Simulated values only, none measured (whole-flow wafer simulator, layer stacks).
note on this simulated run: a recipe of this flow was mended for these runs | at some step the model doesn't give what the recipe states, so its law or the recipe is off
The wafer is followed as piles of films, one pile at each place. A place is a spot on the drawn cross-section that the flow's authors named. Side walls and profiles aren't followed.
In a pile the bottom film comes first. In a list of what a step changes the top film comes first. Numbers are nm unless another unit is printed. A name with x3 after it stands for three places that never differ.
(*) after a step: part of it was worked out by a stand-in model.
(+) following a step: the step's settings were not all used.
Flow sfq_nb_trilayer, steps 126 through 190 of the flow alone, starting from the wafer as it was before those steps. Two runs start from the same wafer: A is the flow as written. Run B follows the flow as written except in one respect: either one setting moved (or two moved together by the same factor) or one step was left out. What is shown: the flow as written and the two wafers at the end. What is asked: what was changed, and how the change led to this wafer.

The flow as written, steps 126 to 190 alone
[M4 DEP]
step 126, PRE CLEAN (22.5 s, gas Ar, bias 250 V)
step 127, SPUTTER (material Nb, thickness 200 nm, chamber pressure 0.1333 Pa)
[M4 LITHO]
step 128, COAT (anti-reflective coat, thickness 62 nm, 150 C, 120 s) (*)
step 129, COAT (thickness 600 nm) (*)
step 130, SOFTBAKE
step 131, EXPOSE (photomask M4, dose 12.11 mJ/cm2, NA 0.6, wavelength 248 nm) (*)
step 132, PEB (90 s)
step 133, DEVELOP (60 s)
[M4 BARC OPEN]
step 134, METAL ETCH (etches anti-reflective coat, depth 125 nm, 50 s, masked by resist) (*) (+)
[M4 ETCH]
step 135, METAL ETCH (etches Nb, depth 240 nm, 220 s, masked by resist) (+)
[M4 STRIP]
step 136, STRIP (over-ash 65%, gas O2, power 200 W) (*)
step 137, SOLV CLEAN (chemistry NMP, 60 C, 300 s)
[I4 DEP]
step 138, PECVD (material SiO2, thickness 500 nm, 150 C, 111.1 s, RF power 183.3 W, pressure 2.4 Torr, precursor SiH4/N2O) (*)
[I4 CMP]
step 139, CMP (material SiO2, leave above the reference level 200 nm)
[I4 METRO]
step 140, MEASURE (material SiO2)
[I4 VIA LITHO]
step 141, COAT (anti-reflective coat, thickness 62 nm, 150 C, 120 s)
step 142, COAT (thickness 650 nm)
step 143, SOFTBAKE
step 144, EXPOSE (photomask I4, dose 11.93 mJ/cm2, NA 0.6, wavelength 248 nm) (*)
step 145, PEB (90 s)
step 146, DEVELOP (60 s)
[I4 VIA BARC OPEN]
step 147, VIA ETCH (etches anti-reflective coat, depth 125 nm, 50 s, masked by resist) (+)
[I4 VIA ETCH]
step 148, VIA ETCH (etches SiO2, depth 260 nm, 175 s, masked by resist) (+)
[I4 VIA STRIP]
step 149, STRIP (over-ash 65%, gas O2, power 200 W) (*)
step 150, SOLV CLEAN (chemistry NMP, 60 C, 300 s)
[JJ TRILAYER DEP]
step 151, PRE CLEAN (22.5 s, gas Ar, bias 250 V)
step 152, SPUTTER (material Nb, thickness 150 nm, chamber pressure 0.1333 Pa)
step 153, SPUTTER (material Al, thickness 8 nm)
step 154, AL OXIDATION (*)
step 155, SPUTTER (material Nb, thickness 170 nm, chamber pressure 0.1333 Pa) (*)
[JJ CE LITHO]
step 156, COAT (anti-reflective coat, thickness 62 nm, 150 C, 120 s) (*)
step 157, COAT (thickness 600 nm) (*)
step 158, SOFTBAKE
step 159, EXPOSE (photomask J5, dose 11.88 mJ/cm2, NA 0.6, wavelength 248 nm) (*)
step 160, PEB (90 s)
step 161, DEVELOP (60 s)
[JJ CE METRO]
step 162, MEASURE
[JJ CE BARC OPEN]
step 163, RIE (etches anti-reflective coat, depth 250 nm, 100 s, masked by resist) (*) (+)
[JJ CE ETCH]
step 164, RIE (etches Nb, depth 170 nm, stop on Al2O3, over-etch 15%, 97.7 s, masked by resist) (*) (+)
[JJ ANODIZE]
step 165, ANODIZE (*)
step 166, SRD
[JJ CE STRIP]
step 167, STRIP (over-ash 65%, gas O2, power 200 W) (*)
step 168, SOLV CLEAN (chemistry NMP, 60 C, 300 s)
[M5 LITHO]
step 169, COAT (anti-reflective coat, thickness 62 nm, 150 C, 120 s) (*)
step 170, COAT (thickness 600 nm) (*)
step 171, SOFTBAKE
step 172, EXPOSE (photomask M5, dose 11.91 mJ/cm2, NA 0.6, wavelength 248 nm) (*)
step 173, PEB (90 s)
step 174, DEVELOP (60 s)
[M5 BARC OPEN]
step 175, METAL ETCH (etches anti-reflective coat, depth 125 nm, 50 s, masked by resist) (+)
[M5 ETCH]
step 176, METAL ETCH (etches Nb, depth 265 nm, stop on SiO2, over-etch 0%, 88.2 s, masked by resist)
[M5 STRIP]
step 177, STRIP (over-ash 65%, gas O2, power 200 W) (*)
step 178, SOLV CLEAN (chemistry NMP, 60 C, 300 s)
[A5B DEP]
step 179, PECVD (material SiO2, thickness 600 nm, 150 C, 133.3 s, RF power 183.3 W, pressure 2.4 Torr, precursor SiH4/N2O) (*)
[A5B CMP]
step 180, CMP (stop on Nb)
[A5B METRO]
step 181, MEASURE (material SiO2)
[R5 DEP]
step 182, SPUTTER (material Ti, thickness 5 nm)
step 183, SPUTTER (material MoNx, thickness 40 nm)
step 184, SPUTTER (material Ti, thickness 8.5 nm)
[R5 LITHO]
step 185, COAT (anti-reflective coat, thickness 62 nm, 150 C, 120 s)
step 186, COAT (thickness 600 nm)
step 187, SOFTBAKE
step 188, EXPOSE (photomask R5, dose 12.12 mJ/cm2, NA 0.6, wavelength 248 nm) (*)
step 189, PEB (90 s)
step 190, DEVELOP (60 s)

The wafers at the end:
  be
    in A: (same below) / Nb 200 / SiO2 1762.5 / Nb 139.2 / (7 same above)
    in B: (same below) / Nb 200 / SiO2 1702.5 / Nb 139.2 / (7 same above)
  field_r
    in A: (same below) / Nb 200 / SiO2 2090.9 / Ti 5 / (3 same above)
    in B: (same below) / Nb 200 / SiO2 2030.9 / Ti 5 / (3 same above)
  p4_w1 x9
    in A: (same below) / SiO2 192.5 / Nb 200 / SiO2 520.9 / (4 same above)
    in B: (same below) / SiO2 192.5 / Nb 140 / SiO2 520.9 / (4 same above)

The reason: step 127, SPUTTER: thickness 140 nm was run, though the flow has thickness 200 nm.
One can read it off the wafer: p4_w1 x9 has Nb 140, and step 127 as written asks for 200 nm.

The path from the change to this, step by step:
  step 127, SPUTTER (material Nb, thickness 200 nm, chamber pressure 0.1333 Pa)
      field_l, v_sur, via_wl and 102 more: A +200 Nb (new film) | B +140 Nb (new film)
      via_v: A +164.5 Nb | B +114.9 Nb
  step 128, COAT (anti-reflective coat, thickness 62 nm, 150 C, 120 s) (*)
      via_v: A +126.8 anti-reflective coat (new film) | B +123.6 anti-reflective coat (new film)
  step 135, METAL ETCH (etches Nb, depth 240 nm, 220 s, masked by resist) (+)
      field_l, be, be_sur and 64 more: A -200 Nb (all of it), -4 SiO2 | B -140 Nb (all of it), -10 SiO2
  step 136, STRIP (over-ash 65%, gas O2, power 200 W) (*)
      via_v: A -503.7 KrF-resist-other-grade (all of it), -126.8 anti-reflective coat (all of it) | B -497.5 KrF-resist-other-grade (all of it), -123.6 anti-reflective coat (all of it)
  step 138, PECVD (material SiO2, thickness 500 nm, 150 C, 111.1 s, RF power 183.3 W, pressure 2.4 Torr, precursor SiH4/N2O) (*)
      p3_s0 x6: A +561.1 SiO2 | B +507.1 SiO2
      via_v: A +621.2 SiO2 (new film) | B +604.7 SiO2 (new film)
  step 139, CMP (material SiO2, leave above the reference level 200 nm)
      field_l, be, be_sur and 55 more: A -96 SiO2 | B -150 SiO2
      lsp_r, l0_sur, l0v: A -87.7 SiO2 | B -143.9 SiO2
      (also at 1 further place)
